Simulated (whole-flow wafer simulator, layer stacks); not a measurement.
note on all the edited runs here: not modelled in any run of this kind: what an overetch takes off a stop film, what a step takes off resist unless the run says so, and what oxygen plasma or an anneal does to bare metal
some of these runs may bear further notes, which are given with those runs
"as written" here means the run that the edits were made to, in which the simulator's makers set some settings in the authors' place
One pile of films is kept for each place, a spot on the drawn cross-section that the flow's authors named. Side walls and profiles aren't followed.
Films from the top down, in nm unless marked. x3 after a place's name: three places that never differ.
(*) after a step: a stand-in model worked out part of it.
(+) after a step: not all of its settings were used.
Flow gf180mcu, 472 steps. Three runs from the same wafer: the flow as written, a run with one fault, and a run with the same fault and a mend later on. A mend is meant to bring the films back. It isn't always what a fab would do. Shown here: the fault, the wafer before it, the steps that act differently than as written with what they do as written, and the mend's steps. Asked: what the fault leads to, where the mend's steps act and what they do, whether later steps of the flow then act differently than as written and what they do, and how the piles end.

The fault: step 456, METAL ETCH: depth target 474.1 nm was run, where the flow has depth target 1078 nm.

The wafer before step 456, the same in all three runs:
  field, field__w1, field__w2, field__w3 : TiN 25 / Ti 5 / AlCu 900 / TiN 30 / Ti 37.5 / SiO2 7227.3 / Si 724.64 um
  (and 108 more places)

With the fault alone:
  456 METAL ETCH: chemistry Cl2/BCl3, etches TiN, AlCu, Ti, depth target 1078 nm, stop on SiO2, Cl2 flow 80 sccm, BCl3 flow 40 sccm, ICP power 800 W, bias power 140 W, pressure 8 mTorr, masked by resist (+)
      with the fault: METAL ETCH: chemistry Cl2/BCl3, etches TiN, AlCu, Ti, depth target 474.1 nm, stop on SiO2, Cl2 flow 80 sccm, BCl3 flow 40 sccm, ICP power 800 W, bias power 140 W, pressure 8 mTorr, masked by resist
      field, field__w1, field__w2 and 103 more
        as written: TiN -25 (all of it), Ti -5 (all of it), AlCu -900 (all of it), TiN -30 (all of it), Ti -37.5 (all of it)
        with the fault: TiN -25 (all of it), Ti -5 (all of it), AlCu -444.1
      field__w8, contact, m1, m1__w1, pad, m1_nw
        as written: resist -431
        with the fault: resist -189.6
  Later steps of the flow that act differently than as written:
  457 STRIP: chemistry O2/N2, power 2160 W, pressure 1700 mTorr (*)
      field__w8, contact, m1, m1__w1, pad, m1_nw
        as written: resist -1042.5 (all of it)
        with the fault: resist -1283.8 (all of it)
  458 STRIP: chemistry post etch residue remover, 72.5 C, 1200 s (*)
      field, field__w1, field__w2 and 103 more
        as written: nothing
        with the fault: AlCu -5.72
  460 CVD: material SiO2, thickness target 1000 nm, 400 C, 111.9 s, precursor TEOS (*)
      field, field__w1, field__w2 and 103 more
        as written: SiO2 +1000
        with the fault: SiO2 +1000 (new film)
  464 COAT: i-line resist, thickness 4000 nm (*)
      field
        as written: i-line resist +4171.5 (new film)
        with the fault: i-line resist +4067.8 (new film)
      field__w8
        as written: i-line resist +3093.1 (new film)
        with the fault: i-line resist +3557.3 (new film)
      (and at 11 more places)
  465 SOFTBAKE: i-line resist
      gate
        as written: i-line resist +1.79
        with the fault: i-line resist -1.22
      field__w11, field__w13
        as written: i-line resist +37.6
        with the fault: i-line resist +14
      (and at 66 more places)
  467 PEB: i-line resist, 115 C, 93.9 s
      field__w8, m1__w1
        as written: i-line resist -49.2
        with the fault: i-line resist -58.7
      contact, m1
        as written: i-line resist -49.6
        with the fault: i-line resist -58.9
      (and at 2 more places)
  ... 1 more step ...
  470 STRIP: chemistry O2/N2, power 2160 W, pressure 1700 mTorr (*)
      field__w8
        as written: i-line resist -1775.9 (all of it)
        with the fault: i-line resist -2272.2 (all of it)
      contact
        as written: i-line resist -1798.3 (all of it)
        with the fault: i-line resist -2279.7 (all of it)
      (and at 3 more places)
  At the end the piles differ from the flow's by more than 2% or 0.5 nm, whichever is larger, at field, field__w1, field__w2 and 103 more.
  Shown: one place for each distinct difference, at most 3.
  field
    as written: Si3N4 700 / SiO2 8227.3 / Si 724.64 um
    with the fault: Si3N4 700 / SiO2 1000 / AlCu 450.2 / TiN 30 / Ti 37.5 / SiO2 7227.3 / Si 724.64 um
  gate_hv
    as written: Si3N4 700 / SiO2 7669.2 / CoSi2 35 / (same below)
    with the fault: Si3N4 700 / SiO2 1000 / AlCu 450.2 / TiN 30 / Ti 37.5 / SiO2 6669.2 / CoSi2 35 / (same below)
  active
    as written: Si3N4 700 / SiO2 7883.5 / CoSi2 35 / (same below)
    with the fault: Si3N4 700 / SiO2 1000 / AlCu 450.2 / TiN 30 / Ti 37.5 / SiO2 6883.5 / CoSi2 35 / (same below)

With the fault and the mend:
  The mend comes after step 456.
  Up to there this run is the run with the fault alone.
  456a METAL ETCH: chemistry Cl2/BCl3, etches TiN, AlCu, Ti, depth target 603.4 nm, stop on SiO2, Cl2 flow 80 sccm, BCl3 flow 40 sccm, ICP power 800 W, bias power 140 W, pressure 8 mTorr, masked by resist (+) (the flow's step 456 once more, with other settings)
      field, field__w1, field__w2 and 103 more
        AlCu -455.9 (all of it), TiN -30 (all of it), Ti -37.5 (all of it)
      field__w8, contact, m1, m1__w1, pad, m1_nw
        resist -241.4
  No later step of the flow acts differently than as written at any place that is followed.
  At the end the piles are the same as the flow's at every place that both follow.
